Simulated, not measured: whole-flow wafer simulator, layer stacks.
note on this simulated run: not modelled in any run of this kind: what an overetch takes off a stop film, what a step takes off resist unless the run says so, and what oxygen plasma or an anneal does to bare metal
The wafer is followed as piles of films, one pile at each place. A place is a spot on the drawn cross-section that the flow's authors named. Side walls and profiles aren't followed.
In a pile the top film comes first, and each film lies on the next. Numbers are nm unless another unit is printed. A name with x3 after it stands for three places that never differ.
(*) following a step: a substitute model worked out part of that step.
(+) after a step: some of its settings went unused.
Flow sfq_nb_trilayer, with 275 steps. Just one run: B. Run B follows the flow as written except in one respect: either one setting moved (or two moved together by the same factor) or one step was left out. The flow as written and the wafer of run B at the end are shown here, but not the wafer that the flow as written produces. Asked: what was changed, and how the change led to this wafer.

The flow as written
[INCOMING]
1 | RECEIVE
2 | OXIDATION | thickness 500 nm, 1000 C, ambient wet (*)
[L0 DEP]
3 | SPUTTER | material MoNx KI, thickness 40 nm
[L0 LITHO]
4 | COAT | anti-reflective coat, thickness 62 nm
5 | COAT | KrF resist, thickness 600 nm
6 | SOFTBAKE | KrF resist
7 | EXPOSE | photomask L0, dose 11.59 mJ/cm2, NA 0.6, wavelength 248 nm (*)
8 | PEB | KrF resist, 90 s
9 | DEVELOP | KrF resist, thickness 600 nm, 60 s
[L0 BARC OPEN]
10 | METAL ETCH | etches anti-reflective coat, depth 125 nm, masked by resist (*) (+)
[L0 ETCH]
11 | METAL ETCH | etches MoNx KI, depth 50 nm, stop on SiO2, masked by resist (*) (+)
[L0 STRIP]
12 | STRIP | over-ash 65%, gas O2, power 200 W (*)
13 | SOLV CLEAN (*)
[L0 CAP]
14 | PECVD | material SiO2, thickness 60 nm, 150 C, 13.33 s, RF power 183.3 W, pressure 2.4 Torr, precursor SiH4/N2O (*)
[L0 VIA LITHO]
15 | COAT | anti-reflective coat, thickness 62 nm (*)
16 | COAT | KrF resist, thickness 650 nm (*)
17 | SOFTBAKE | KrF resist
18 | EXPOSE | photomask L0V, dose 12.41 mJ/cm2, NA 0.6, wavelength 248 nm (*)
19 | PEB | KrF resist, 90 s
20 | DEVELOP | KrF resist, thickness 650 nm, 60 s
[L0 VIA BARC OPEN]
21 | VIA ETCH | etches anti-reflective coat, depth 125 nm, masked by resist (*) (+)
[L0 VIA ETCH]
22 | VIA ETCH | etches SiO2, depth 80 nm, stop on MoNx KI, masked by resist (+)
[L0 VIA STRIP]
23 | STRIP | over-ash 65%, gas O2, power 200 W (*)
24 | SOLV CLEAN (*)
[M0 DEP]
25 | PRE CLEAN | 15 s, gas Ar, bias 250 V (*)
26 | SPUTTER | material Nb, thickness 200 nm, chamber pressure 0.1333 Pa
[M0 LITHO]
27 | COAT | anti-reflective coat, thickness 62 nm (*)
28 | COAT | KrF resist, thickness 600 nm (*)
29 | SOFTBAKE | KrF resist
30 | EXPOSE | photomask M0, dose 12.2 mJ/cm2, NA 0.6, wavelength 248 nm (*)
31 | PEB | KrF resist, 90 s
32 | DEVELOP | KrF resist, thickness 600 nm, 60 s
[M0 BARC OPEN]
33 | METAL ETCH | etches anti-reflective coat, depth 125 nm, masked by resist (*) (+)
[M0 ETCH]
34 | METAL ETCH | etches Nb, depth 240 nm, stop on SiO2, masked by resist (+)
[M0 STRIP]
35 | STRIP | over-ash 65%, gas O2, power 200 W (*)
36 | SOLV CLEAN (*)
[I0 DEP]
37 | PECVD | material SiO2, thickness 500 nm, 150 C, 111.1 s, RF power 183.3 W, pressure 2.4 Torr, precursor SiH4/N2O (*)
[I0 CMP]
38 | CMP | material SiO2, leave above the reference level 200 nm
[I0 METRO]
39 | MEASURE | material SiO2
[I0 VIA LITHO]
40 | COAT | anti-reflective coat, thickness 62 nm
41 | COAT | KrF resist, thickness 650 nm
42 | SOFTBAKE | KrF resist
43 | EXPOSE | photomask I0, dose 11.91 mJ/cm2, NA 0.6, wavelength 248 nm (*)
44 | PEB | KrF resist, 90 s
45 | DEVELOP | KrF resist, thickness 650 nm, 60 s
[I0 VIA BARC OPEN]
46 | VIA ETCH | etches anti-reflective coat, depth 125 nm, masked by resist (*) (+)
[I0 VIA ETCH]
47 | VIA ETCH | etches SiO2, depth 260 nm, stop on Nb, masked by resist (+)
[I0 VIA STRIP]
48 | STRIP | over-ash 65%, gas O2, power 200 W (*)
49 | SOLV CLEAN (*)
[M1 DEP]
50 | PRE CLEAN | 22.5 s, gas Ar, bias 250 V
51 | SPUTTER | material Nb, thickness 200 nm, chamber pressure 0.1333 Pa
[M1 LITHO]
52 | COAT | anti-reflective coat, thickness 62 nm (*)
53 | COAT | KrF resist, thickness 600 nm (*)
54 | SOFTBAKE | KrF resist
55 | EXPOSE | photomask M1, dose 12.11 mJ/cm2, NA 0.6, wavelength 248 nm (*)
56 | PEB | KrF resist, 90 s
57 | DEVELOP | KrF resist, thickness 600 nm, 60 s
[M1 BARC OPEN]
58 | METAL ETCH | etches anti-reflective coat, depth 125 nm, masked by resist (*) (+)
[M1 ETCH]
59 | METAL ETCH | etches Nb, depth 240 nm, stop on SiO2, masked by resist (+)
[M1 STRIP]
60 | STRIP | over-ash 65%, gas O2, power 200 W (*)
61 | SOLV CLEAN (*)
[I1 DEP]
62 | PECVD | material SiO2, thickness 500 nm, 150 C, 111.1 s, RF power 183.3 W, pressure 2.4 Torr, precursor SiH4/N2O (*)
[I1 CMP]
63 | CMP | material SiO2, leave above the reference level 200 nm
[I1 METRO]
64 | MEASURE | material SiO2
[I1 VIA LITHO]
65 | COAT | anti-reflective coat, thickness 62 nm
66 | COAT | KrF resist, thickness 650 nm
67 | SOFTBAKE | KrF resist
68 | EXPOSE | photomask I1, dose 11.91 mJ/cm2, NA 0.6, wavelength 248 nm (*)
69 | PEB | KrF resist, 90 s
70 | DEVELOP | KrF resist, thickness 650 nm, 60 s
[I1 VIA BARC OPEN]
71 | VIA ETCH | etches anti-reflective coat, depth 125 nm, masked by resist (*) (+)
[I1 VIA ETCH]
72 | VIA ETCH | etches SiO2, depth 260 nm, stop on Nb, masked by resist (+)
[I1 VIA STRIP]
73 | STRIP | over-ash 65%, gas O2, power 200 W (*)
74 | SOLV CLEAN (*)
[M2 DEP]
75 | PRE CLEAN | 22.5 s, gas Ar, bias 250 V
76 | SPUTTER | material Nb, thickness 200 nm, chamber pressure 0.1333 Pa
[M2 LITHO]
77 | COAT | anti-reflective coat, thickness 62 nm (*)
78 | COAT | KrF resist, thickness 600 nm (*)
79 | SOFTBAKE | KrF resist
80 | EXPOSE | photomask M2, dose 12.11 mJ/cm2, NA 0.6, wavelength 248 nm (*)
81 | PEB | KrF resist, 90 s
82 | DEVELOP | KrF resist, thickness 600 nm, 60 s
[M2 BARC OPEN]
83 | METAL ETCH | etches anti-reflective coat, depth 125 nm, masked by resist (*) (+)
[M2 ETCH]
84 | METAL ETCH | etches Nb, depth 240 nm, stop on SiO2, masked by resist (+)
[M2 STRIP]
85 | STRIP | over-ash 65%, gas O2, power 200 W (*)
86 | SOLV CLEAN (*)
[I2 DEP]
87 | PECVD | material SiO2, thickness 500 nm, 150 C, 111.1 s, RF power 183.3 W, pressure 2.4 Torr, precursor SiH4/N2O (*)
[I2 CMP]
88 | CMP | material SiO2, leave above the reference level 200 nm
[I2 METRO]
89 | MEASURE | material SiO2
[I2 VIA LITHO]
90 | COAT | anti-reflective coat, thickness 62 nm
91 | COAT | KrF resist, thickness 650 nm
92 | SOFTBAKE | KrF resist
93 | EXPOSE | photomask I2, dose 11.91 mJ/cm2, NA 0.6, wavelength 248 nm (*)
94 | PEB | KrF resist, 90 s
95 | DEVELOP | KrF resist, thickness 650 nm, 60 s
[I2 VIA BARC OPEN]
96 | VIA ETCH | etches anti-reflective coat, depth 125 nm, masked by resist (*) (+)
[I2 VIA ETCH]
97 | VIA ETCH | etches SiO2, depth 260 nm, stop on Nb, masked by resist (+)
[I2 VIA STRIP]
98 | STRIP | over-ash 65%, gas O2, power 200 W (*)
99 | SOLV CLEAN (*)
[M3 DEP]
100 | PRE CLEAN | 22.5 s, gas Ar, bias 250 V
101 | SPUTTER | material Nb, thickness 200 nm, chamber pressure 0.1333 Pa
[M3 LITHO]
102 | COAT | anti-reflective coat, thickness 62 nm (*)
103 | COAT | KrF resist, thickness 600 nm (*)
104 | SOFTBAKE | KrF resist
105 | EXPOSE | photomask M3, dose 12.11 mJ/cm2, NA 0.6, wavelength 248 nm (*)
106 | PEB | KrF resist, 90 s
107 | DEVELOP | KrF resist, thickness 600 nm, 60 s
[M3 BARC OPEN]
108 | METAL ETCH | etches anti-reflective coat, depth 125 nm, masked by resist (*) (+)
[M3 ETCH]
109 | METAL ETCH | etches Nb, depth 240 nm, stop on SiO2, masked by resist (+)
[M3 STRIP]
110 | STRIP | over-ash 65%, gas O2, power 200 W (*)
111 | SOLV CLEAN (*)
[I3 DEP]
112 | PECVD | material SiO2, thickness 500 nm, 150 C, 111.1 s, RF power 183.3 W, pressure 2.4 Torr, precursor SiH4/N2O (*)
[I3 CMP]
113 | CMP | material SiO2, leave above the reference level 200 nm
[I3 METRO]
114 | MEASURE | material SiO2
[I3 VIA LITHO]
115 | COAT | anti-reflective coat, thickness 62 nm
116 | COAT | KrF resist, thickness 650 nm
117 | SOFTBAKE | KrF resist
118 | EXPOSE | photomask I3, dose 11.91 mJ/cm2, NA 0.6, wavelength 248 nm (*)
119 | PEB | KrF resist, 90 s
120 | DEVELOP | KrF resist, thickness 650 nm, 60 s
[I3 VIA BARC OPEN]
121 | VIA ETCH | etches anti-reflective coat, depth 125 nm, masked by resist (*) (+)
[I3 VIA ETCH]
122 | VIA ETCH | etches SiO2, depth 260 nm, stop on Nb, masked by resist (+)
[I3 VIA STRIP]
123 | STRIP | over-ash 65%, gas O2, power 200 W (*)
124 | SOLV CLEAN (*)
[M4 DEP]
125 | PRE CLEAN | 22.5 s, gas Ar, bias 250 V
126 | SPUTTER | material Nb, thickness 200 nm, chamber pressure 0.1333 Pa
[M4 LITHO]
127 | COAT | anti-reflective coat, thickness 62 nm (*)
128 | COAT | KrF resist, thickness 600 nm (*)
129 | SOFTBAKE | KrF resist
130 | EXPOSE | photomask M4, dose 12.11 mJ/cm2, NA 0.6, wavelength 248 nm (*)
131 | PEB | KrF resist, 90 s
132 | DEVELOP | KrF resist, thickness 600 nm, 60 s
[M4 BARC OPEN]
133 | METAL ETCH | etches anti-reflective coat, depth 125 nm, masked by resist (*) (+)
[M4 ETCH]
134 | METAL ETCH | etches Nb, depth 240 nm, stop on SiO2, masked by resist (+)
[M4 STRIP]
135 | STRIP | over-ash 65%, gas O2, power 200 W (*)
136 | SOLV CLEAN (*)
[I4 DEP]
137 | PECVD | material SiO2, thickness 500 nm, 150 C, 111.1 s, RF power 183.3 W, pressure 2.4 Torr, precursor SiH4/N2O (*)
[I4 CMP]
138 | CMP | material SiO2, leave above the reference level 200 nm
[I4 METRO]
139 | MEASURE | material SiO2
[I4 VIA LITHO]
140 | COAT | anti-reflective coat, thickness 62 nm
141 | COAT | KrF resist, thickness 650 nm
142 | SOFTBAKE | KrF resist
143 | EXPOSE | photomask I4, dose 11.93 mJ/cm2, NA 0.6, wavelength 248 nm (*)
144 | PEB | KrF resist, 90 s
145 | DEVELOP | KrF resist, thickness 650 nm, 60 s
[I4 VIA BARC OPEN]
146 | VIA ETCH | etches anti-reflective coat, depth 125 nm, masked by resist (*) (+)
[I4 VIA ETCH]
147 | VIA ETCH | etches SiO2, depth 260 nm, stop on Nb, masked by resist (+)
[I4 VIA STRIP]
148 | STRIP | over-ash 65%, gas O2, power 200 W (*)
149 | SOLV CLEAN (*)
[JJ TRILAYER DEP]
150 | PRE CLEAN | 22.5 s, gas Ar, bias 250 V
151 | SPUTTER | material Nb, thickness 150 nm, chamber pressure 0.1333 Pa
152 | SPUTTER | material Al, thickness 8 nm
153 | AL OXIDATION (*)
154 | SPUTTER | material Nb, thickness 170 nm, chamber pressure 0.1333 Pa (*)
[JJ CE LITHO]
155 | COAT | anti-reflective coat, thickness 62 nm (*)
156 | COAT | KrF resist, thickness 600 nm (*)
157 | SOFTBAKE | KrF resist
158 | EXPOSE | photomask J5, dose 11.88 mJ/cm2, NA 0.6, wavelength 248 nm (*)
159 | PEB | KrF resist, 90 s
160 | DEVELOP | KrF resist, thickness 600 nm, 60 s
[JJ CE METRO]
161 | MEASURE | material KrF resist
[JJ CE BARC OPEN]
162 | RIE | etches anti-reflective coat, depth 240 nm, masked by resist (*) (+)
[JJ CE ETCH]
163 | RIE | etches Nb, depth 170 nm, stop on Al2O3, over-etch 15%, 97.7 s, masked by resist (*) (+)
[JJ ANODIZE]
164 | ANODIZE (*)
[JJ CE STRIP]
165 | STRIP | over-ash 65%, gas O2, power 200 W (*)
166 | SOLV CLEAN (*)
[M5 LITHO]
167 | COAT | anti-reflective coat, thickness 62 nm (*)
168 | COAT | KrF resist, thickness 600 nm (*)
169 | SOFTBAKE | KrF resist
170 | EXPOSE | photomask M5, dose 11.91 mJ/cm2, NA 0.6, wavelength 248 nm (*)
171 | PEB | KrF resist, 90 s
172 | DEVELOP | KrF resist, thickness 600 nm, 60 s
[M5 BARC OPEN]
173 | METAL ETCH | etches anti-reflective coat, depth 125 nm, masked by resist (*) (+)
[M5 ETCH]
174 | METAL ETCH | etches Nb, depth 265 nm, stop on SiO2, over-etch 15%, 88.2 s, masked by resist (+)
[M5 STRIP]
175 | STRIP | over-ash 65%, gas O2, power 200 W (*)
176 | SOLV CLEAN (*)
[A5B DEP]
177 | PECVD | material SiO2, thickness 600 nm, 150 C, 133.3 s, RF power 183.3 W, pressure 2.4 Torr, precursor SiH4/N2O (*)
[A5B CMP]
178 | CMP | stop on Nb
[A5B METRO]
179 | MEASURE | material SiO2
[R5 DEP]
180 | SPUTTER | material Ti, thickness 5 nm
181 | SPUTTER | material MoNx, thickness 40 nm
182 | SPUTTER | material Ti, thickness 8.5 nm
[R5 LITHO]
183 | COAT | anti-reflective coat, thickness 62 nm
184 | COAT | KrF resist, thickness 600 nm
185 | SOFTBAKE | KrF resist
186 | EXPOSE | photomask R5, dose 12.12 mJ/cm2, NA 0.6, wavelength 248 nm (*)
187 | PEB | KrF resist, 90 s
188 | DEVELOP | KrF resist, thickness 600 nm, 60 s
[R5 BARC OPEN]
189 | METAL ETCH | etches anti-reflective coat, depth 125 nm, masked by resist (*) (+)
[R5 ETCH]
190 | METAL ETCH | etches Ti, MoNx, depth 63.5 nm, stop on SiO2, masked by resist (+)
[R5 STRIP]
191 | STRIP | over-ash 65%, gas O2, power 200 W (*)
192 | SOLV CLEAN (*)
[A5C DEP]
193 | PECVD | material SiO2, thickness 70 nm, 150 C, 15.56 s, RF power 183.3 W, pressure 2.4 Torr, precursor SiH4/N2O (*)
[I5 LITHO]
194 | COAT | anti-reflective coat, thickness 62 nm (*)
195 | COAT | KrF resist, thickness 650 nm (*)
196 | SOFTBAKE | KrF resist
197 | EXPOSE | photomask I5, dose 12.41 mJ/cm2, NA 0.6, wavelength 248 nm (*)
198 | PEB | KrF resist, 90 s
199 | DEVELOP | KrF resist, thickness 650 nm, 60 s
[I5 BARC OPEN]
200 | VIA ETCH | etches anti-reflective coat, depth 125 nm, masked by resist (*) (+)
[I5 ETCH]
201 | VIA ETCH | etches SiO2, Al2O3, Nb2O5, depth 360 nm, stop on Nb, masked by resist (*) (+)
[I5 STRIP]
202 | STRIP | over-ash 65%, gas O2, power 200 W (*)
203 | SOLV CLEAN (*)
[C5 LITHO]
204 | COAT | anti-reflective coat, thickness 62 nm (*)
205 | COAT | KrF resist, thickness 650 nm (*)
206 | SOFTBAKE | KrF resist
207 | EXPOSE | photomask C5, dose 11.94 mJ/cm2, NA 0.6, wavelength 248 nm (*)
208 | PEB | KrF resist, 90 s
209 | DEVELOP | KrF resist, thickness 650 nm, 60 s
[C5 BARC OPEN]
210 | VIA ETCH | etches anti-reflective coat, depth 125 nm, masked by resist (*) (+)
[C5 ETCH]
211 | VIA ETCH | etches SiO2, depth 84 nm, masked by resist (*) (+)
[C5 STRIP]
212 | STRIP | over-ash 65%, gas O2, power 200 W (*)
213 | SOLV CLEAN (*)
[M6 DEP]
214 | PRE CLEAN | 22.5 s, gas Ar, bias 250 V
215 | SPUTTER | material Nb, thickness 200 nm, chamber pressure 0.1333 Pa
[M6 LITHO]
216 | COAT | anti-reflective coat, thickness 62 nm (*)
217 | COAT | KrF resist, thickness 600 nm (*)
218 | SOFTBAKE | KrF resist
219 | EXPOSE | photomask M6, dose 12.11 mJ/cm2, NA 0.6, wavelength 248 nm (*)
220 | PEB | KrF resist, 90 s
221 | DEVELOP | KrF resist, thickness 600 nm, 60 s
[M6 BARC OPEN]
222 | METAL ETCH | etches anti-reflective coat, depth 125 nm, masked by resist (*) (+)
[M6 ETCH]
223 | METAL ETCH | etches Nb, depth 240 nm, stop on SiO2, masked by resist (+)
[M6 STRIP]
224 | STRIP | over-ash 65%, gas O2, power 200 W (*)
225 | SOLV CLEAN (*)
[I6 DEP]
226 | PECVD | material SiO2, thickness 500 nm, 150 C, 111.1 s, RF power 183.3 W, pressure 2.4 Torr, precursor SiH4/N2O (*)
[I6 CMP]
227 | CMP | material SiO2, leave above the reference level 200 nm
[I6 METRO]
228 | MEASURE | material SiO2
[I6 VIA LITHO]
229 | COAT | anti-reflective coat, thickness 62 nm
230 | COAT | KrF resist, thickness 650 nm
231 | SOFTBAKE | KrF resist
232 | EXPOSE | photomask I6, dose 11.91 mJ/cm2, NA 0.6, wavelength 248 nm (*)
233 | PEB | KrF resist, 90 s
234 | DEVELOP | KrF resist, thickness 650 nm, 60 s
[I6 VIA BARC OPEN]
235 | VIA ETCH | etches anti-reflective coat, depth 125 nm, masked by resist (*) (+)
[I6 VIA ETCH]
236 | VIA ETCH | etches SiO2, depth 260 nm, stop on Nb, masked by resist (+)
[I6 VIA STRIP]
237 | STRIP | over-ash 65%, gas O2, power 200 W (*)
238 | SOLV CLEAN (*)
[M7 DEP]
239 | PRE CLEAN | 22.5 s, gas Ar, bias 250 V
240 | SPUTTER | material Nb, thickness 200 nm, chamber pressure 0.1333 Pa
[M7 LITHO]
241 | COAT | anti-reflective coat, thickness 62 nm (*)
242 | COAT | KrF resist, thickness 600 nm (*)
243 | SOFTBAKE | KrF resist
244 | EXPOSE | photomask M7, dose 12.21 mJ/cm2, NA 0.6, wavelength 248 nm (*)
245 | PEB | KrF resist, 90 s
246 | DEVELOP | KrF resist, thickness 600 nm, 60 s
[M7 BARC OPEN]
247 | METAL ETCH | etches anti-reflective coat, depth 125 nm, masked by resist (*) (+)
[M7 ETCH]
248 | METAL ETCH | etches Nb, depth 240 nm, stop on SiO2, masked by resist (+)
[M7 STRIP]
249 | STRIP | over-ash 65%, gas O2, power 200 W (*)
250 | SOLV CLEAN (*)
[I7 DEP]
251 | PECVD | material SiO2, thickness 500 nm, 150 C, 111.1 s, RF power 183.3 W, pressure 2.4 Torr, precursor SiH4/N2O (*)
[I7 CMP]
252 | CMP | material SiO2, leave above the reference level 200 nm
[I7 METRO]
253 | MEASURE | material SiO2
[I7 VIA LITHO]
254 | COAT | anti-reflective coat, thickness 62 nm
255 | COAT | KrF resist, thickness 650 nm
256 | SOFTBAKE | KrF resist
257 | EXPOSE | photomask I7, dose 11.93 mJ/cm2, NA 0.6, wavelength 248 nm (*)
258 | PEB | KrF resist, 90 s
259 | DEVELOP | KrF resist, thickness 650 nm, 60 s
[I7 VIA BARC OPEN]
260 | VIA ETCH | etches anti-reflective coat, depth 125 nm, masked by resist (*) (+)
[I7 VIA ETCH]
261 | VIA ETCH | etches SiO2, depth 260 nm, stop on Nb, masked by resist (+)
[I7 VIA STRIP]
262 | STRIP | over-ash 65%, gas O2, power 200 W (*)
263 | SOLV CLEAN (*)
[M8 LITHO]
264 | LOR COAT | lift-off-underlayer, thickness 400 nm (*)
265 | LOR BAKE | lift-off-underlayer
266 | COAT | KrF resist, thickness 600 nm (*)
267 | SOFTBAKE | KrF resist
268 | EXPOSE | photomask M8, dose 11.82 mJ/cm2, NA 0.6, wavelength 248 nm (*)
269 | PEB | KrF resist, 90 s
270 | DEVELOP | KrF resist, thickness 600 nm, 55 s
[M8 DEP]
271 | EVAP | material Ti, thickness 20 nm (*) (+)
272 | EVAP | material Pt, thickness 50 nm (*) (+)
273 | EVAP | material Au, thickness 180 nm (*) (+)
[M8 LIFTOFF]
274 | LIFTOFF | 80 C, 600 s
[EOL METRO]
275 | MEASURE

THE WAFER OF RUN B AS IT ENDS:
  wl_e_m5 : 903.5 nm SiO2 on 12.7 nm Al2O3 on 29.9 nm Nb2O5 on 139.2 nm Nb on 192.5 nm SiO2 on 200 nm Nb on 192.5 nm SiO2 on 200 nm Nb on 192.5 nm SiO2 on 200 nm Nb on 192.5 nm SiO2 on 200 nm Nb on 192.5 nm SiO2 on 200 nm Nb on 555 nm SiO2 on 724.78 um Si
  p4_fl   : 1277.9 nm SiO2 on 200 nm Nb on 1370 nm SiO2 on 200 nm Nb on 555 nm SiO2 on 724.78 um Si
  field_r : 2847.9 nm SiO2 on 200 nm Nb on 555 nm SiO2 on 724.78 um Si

Cause: step 240, SPUTTER: thickness 102 nm was run, whereas the flow has thickness 200 nm.

The path from the change to this, step by step:
  240 | SPUTTER | material Nb, thickness 200 nm, chamber pressure 0.1333 Pa
      field_l, v_sur, via_wl and 102 more: Nb gains 102 (new film) (as written it would have been: Nb gains 200 (new film))
      via_v: Nb gains 82 (as written it would have been: Nb gains 161.1)
  241 | COAT | anti-reflective coat, thickness 62 nm (*)
      via_v: anti-reflective coat gains 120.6 (new film) (as written it would have been: anti-reflective coat gains 126 (new film))
  248 | METAL ETCH | etches Nb, depth 240 nm, stop on SiO2, masked by resist (+)
      field_l, field_r, lsp_l and 62 more: Nb loses 102 (all of it) (as written it would have been: Nb loses 200 (all of it))
      v_sur, via_wl, via_w and 38 more: KrF resist loses 90 (as written it would have been: KrF resist loses 141.2)
  249 | STRIP | over-ash 65%, gas O2, power 200 W (*)
      wl_j_sl, wl_jj, wl_j_sr and 14 more: KrF resist loses 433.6 (all of it), anti-reflective coat loses 62 (all of it) (as written it would have been: KrF resist loses 382.4 (all of it), anti-reflective coat loses 62 (all of it))
      ln_m5, lsp_m, ln_m6, lsp_r: KrF resist loses 433.1 (all of it), anti-reflective coat loses 61.8 (all of it) (as written it would have been: KrF resist loses 381.9 (all of it), anti-reflective coat loses 61.8 (all of it))
      (also at 20 further places)
  251 | PECVD | material SiO2, thickness 500 nm, 150 C, 111.1 s, RF power 183.3 W, pressure 2.4 Torr, precursor SiH4/N2O (*)
      field_r, lsp_l: SiO2 gains 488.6 (as written it would have been: SiO2 gains 477.7)
      m7r_space_l, m7r_space_r: SiO2 gains 500 (as written it would have been: SiO2 gains 557.1)
      (also at 1 further place)
  252 | CMP | material SiO2, leave above the reference level 200 nm
      field_l, p4_fl, p4_fm and 56 more: SiO2 loses 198 (as written it would have been: SiO2 loses 100)
      field_r, lsp_l: SiO2 loses 186.6 (as written it would have been: SiO2 loses 77.7)
      (also at 5 further places)
